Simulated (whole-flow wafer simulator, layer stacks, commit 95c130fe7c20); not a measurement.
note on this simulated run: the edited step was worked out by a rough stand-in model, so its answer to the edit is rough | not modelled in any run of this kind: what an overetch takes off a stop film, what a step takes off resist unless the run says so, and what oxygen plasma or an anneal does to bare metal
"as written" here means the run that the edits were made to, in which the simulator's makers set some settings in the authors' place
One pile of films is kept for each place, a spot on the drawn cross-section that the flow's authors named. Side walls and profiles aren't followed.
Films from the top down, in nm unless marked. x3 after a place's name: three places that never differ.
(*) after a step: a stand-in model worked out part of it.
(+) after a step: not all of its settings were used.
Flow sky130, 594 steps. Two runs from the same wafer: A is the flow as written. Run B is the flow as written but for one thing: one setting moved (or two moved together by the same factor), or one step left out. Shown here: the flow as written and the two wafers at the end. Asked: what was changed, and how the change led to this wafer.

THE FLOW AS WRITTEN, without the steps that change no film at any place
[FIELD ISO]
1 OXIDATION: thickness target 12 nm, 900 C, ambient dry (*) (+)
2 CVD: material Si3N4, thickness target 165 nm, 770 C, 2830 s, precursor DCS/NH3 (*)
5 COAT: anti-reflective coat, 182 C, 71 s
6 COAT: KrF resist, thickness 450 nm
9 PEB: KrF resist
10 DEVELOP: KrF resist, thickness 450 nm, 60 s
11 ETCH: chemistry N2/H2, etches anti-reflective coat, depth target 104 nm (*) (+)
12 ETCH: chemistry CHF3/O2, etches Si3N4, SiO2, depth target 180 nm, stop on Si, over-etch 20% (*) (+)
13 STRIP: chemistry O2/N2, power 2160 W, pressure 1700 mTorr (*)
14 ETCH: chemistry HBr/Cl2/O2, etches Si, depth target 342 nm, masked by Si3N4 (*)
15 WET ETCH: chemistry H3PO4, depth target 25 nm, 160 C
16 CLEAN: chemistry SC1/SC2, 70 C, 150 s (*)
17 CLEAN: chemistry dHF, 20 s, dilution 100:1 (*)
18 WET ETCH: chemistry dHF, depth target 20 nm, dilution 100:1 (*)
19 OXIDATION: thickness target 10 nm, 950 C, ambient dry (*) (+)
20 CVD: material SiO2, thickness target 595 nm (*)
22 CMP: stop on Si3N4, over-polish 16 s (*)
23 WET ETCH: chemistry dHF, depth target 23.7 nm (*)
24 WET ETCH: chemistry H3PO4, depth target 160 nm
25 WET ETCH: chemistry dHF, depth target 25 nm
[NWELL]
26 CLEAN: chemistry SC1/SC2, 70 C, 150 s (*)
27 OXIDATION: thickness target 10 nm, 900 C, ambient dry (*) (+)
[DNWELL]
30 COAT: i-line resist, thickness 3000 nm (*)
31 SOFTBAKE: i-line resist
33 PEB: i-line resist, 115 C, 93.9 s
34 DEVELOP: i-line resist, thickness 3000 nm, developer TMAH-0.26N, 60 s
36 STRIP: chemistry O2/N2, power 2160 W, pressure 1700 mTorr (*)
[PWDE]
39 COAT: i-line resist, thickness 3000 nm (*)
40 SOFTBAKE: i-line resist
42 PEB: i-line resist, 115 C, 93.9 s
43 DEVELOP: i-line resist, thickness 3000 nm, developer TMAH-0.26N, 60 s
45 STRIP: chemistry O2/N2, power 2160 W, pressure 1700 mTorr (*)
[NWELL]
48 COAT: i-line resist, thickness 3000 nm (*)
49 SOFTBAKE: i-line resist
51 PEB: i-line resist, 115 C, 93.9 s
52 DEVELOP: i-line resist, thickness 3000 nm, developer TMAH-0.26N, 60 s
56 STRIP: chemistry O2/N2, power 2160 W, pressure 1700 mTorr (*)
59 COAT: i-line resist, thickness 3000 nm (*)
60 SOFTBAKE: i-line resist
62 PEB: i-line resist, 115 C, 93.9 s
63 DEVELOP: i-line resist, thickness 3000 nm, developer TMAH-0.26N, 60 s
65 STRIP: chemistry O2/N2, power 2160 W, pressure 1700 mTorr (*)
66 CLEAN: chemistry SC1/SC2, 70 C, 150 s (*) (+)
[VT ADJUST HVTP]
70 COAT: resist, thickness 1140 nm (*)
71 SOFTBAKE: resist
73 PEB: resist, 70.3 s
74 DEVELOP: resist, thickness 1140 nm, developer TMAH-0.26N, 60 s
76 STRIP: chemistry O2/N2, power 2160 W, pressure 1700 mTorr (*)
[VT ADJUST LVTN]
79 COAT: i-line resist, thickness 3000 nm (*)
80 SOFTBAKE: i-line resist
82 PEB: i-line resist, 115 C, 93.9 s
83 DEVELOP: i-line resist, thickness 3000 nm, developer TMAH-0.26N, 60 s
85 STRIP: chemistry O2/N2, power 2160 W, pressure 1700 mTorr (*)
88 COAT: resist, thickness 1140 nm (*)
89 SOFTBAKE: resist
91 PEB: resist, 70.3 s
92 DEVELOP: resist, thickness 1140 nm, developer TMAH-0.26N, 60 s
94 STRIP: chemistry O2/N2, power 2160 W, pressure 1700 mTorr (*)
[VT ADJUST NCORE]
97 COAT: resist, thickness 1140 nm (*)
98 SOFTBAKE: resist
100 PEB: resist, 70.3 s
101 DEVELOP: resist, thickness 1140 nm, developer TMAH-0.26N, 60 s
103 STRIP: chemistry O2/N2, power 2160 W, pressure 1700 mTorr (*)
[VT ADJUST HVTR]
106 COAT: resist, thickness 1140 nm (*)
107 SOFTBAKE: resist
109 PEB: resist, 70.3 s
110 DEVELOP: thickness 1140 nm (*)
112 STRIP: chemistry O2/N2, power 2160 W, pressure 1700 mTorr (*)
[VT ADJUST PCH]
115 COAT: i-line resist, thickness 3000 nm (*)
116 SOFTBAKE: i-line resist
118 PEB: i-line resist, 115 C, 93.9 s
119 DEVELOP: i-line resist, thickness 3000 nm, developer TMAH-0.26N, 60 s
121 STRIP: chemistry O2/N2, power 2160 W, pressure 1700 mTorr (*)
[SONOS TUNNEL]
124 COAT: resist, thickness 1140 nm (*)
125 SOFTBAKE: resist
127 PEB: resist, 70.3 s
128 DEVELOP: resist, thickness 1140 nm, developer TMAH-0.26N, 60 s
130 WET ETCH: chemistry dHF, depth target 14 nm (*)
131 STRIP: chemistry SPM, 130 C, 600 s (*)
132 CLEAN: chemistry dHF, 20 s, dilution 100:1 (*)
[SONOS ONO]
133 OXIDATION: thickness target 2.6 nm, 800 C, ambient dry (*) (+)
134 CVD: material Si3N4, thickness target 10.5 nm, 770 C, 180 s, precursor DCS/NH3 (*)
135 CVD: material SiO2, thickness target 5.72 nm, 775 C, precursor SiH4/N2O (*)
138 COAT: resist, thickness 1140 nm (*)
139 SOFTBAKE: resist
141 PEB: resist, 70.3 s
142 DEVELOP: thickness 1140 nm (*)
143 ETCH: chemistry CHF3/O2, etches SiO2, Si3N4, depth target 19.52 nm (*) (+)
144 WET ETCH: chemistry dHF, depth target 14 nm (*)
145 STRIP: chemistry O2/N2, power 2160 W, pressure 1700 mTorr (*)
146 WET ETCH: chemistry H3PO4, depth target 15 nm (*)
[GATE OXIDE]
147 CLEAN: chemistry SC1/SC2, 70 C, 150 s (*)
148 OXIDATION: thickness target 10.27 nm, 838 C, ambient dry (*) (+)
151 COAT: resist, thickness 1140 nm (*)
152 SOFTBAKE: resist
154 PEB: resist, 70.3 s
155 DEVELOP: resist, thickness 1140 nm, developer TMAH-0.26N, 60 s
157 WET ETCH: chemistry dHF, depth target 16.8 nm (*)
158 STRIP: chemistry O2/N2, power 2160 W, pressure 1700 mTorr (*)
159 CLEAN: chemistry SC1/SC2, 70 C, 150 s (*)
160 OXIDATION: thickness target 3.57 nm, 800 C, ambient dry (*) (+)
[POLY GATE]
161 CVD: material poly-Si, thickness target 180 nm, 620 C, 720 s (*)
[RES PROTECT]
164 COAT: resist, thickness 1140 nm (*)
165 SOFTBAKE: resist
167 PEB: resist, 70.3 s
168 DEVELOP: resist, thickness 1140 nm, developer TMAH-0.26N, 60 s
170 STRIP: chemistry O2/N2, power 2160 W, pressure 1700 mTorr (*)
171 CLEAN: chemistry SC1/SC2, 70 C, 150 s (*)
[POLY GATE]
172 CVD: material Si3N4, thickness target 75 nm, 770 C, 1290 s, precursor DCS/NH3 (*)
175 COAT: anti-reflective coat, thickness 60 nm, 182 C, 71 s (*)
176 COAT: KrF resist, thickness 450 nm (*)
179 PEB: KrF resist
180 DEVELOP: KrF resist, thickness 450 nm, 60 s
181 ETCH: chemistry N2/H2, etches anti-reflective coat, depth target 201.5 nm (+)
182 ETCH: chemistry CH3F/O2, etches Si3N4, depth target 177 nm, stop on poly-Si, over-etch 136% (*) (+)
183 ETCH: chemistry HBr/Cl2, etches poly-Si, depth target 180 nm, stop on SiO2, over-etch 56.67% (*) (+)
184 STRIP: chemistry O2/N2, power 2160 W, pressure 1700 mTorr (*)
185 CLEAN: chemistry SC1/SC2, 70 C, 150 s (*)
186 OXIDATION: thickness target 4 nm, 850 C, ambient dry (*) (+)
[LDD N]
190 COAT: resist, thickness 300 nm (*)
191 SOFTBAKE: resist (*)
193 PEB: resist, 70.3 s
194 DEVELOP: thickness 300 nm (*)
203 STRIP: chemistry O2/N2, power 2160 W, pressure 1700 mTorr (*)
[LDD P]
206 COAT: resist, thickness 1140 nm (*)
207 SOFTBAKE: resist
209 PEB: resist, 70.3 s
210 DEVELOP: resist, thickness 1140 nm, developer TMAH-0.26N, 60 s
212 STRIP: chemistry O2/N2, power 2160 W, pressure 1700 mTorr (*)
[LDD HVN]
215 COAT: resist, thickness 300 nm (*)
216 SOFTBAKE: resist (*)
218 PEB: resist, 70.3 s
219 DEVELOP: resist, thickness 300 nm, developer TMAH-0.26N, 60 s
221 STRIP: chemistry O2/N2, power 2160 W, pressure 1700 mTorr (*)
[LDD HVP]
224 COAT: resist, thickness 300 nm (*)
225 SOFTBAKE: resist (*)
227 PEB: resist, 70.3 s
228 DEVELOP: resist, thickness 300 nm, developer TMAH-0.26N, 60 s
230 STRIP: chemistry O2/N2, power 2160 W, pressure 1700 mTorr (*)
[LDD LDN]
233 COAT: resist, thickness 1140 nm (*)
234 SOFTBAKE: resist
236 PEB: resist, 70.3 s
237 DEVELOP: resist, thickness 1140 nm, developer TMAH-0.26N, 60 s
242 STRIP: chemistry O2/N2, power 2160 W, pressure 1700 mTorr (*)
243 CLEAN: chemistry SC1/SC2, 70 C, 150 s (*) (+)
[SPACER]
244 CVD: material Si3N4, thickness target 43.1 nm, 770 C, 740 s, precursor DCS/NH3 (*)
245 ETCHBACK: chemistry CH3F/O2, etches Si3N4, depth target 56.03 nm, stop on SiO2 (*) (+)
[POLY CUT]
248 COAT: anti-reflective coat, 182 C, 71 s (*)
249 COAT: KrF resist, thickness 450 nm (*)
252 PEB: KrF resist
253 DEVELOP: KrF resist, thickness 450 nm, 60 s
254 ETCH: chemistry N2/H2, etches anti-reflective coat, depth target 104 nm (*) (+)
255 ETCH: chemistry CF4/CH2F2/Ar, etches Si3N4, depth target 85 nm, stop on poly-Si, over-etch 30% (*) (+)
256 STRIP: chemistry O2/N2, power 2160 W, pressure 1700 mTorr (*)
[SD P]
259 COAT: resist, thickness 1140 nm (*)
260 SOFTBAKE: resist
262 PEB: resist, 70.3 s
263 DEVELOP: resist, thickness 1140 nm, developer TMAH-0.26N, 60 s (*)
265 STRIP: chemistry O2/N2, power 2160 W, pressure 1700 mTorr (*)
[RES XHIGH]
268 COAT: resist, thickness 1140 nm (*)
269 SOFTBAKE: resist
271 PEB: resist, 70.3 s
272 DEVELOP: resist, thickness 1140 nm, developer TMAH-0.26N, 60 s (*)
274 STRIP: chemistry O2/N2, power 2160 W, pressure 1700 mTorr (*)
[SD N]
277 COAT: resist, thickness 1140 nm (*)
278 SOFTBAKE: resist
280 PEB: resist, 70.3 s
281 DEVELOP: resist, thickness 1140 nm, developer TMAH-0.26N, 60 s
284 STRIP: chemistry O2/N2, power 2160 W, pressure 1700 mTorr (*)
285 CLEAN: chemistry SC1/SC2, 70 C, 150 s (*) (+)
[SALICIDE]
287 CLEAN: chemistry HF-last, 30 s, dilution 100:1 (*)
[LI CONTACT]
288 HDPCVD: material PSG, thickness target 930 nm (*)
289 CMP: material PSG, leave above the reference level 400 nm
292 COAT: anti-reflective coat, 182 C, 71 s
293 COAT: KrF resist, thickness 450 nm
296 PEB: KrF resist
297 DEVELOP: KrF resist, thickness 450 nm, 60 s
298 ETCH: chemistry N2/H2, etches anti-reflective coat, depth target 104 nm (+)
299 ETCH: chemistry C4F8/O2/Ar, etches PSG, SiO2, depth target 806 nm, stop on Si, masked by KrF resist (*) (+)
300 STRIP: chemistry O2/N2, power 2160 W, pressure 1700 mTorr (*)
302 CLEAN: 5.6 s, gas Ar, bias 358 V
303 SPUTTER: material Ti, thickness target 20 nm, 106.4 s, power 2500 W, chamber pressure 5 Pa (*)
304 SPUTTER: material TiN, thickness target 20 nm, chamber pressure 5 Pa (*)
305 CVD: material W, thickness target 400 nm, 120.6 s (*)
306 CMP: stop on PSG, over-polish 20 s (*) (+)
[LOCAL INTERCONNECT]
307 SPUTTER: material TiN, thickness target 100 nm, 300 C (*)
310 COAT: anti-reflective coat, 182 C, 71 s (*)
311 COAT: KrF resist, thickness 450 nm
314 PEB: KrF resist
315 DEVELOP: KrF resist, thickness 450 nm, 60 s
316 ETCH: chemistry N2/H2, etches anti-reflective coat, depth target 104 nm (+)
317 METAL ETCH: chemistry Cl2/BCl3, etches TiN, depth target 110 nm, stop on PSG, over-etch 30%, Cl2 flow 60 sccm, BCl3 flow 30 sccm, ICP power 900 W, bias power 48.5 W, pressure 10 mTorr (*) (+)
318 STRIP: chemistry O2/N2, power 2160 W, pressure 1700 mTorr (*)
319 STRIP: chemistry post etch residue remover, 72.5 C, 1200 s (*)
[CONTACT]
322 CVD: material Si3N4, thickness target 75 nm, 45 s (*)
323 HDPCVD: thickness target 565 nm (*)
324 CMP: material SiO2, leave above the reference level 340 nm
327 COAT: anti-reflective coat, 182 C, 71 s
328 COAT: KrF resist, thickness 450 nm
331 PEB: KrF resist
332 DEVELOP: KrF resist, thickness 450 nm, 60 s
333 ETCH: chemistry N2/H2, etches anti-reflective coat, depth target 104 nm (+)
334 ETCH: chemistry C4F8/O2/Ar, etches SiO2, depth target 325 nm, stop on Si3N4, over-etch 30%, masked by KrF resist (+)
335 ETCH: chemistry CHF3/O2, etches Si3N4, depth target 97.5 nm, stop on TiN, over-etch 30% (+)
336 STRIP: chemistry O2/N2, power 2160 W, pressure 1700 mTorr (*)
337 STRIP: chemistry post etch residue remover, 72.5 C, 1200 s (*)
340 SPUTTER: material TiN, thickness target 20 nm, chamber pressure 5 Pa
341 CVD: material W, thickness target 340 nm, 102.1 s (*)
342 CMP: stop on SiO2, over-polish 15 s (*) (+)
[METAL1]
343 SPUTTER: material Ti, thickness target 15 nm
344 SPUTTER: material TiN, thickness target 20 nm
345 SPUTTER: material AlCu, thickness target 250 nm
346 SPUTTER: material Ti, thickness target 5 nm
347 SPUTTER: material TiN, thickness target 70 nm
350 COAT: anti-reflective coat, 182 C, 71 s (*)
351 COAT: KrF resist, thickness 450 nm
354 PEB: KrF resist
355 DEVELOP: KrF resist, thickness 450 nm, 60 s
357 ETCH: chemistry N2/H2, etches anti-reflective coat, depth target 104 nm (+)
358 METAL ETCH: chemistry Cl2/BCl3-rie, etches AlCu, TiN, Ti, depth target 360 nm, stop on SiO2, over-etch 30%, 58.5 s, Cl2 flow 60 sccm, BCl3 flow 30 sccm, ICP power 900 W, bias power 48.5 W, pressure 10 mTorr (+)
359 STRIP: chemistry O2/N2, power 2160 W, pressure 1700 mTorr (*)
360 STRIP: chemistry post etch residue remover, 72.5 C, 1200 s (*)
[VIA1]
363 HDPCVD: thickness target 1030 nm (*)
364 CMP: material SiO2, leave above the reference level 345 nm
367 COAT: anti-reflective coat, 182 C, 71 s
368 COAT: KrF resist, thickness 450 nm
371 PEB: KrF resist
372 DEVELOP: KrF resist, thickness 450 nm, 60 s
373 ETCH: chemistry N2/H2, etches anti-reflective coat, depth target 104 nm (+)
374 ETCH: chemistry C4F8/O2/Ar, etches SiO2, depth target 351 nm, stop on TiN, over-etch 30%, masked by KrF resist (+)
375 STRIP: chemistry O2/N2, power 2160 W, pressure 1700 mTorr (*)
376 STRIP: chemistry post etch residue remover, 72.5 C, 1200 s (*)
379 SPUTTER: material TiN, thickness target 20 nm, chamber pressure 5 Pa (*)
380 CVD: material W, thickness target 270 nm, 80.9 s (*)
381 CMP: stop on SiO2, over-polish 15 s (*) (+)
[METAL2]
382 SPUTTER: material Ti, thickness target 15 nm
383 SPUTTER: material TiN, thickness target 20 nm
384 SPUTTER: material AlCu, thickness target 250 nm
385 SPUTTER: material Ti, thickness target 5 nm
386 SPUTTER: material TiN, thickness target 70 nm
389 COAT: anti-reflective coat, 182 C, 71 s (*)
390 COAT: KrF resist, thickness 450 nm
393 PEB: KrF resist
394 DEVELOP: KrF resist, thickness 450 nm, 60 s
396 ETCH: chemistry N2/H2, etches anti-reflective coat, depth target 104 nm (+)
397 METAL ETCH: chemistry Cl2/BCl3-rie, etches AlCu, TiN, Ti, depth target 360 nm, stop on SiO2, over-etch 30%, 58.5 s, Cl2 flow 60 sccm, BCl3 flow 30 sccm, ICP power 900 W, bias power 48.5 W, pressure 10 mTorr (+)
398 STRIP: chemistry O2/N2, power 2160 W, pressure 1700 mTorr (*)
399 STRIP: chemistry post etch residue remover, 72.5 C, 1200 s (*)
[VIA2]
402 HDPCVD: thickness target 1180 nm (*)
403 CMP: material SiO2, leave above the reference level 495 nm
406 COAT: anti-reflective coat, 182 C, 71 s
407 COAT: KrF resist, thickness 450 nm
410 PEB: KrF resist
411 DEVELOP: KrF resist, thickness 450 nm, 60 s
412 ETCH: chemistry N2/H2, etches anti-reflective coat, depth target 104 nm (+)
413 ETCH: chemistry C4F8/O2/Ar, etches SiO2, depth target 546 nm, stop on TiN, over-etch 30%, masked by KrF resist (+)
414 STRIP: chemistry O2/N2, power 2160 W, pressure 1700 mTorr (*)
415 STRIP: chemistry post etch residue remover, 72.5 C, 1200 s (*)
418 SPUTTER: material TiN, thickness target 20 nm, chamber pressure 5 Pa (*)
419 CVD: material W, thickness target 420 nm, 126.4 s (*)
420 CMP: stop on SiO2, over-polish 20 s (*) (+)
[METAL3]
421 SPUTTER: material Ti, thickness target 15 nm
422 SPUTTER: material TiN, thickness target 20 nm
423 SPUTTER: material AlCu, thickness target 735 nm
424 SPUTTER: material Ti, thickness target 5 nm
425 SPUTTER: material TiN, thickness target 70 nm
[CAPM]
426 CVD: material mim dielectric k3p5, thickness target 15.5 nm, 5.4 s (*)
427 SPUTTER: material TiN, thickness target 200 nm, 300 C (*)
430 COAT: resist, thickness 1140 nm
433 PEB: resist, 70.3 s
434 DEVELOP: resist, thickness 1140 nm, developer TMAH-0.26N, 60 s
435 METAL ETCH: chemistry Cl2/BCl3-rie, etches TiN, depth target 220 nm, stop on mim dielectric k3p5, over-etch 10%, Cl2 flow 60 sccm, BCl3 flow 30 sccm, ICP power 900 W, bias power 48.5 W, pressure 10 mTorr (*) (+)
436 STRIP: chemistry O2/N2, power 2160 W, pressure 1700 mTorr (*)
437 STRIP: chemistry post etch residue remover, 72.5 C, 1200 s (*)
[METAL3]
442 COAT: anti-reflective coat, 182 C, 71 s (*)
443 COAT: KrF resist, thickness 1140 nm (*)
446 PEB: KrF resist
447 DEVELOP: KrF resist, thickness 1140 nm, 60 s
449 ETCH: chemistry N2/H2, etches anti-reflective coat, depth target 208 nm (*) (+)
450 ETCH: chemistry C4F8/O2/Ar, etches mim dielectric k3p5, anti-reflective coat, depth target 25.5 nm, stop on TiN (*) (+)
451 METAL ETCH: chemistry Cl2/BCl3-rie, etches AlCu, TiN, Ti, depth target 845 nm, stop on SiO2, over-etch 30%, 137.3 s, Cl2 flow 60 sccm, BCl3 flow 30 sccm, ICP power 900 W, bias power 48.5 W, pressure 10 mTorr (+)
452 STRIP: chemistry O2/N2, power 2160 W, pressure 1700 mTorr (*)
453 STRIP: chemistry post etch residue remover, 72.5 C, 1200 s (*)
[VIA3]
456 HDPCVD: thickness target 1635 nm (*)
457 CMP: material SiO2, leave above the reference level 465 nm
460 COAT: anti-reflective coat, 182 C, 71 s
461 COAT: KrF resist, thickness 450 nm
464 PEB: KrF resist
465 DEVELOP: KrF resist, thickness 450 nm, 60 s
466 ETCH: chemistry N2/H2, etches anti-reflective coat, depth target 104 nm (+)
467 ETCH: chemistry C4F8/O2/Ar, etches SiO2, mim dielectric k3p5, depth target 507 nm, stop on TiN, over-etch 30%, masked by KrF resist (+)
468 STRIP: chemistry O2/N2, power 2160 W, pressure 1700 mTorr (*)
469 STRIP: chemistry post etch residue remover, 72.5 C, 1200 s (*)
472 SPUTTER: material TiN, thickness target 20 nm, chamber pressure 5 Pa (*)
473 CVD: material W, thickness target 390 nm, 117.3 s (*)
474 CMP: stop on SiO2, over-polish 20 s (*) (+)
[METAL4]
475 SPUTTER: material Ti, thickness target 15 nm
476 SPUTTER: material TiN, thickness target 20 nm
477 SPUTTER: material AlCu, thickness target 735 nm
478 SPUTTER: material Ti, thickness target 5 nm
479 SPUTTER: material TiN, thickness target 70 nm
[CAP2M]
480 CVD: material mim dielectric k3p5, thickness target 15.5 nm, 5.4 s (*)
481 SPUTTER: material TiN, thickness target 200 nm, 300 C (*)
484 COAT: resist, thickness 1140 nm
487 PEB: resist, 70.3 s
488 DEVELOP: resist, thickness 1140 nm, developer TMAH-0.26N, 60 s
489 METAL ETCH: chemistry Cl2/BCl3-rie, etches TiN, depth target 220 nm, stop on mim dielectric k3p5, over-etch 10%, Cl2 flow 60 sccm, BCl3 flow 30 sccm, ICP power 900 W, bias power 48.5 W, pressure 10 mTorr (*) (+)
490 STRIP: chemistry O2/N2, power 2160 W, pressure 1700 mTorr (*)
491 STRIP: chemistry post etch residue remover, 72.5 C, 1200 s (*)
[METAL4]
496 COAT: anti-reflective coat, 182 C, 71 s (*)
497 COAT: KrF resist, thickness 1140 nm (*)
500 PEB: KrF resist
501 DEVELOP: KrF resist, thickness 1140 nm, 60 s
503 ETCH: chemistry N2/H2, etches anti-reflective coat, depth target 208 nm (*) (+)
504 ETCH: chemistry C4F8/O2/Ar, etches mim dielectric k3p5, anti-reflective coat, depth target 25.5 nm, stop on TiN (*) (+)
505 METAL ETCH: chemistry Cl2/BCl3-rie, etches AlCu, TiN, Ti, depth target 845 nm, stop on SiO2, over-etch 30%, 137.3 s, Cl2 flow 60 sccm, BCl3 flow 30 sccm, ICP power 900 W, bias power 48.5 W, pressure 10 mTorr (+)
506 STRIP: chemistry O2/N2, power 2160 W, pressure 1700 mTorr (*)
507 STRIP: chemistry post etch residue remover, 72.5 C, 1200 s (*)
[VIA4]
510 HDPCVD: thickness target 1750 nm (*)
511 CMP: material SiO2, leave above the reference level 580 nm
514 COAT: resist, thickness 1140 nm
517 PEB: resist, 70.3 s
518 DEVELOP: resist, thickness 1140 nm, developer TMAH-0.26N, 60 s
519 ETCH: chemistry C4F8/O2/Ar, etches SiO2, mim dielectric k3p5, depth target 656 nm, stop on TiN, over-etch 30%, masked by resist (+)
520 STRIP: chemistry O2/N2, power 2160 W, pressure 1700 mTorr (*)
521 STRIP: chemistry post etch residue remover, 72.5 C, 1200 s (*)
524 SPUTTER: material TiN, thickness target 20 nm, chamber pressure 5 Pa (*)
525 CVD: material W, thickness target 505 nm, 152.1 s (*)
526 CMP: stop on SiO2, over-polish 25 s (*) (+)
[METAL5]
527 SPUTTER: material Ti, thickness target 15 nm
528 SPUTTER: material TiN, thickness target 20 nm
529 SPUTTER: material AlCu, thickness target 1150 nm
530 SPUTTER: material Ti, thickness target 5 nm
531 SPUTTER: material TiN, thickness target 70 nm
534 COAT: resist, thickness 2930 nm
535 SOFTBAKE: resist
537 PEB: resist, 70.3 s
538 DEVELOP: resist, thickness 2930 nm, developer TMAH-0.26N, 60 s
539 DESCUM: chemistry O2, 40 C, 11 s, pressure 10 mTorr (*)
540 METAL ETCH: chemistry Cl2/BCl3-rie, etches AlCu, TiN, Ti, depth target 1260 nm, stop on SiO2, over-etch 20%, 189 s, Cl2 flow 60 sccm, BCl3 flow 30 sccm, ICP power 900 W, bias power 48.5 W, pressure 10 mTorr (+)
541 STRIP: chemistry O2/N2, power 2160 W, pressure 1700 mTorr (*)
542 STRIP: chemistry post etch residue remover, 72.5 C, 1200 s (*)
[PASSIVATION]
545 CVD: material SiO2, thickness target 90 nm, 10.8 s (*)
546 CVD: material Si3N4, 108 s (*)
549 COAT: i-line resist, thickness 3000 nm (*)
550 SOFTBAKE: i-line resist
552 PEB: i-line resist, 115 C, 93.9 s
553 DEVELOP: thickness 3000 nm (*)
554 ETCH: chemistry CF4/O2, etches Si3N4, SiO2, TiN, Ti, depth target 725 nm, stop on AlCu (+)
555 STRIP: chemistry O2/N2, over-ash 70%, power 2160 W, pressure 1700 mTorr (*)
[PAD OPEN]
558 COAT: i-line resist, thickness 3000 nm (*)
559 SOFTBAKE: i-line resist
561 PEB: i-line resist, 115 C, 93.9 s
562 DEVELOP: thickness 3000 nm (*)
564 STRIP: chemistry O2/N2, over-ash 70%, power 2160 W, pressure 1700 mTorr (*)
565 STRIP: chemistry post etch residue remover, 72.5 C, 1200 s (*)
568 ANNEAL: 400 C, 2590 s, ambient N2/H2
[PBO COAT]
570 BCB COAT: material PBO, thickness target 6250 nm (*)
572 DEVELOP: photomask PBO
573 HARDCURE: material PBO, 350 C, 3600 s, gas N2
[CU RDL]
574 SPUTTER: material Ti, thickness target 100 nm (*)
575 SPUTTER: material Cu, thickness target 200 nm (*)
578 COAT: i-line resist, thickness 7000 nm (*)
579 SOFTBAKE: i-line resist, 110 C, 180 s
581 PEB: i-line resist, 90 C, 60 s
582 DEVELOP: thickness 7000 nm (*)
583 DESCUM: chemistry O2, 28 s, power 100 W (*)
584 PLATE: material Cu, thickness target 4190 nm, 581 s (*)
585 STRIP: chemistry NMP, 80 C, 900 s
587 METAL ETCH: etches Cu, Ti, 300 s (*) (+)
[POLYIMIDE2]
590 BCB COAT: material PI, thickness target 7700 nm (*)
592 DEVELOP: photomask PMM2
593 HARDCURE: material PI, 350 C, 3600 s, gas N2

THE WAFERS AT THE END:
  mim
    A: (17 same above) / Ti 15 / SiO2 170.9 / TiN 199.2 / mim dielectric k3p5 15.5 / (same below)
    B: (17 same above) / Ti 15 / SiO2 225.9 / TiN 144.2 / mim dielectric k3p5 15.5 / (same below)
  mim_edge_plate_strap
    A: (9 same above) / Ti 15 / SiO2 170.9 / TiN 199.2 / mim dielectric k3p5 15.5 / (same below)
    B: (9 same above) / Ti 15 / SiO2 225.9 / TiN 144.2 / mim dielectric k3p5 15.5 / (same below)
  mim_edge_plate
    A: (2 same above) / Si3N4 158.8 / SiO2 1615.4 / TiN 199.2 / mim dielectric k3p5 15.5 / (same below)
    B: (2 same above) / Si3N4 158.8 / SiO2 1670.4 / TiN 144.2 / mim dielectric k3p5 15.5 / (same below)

The cause: step 427, SPUTTER: thickness target 145 nm was run, where the flow has thickness target 200 nm.

How the change led to this, step by step:
  427 SPUTTER: material TiN, thickness target 200 nm, 300 C (*)
      field, active, n_well and 188 more: A TiN +200 (new film) | B TiN +145 (new film)
  435 METAL ETCH: chemistry Cl2/BCl3-rie, etches TiN, depth target 220 nm, stop on mim dielectric k3p5, over-etch 10%, Cl2 flow 60 sccm, BCl3 flow 30 sccm, ICP power 900 W, bias power 48.5 W, pressure 10 mTorr (*) (+)
      field, active, n_well and 185 more: A TiN -200 (all of it) | B TiN -145 (all of it)
      mim, mim_edge_plate_strap, mim_edge_plate: A resist -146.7 | B resist -106.3
  436 STRIP: chemistry O2/N2, power 2160 W, pressure 1700 mTorr (*)
      mim, mim_edge_plate_strap, mim_edge_plate: A resist -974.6 (all of it) | B resist -1014.9 (all of it)
  442 COAT: anti-reflective coat, 182 C, 71 s (*)
      rpm_encl, rpm_encl_psd, rpm_encl_urpm: A anti-reflective coat +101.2 (new film) | B anti-reflective coat +103.9 (new film)
      poly_licon, rpo_hd_licon: A anti-reflective coat +57.6 (new film) | B anti-reflective coat +72.6 (new film)
      (and at 6 more places)
  443 COAT: KrF resist, thickness 1140 nm (*)
      mim_edge_plate_strap, mim_edge_plate: A KrF resist +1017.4 (new film) | B KrF resist +1072.4 (new film)
      mim: A KrF resist +1025.5 (new film) | B KrF resist +1073.7 (new film)
      (and at 1 more place)
  449 ETCH: chemistry N2/H2, etches anti-reflective coat, depth target 208 nm (*) (+)
      rpm_encl, rpm_encl_psd, rpm_encl_urpm: A anti-reflective coat -101.2 (all of it) | B anti-reflective coat -103.9 (all of it)
      poly_licon, rpo_hd_licon: A anti-reflective coat -57.6 (all of it) | B anti-reflective coat -72.6 (all of it)
      (and at 3 more places)
  452 STRIP: chemistry O2/N2, power 2160 W, pressure 1700 mTorr (*)
      mim_edge_plate_strap, mim_edge_plate: A KrF resist -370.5 (all of it), anti-reflective coat -3 (all of it) | B KrF resist -425.4 (all of it), anti-reflective coat -3 (all of it)
      mim: A KrF resist -378.7 (all of it), anti-reflective coat -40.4 (all of it) | B KrF resist -426.7 (all of it), anti-reflective coat -30.3 (all of it)
      (and at 2 more places)
  457 CMP: material SiO2, leave above the reference level 465 nm
      mim, mim_edge_plate_strap, mim_edge_plate: A SiO2 -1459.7 | B SiO2 -1404.7
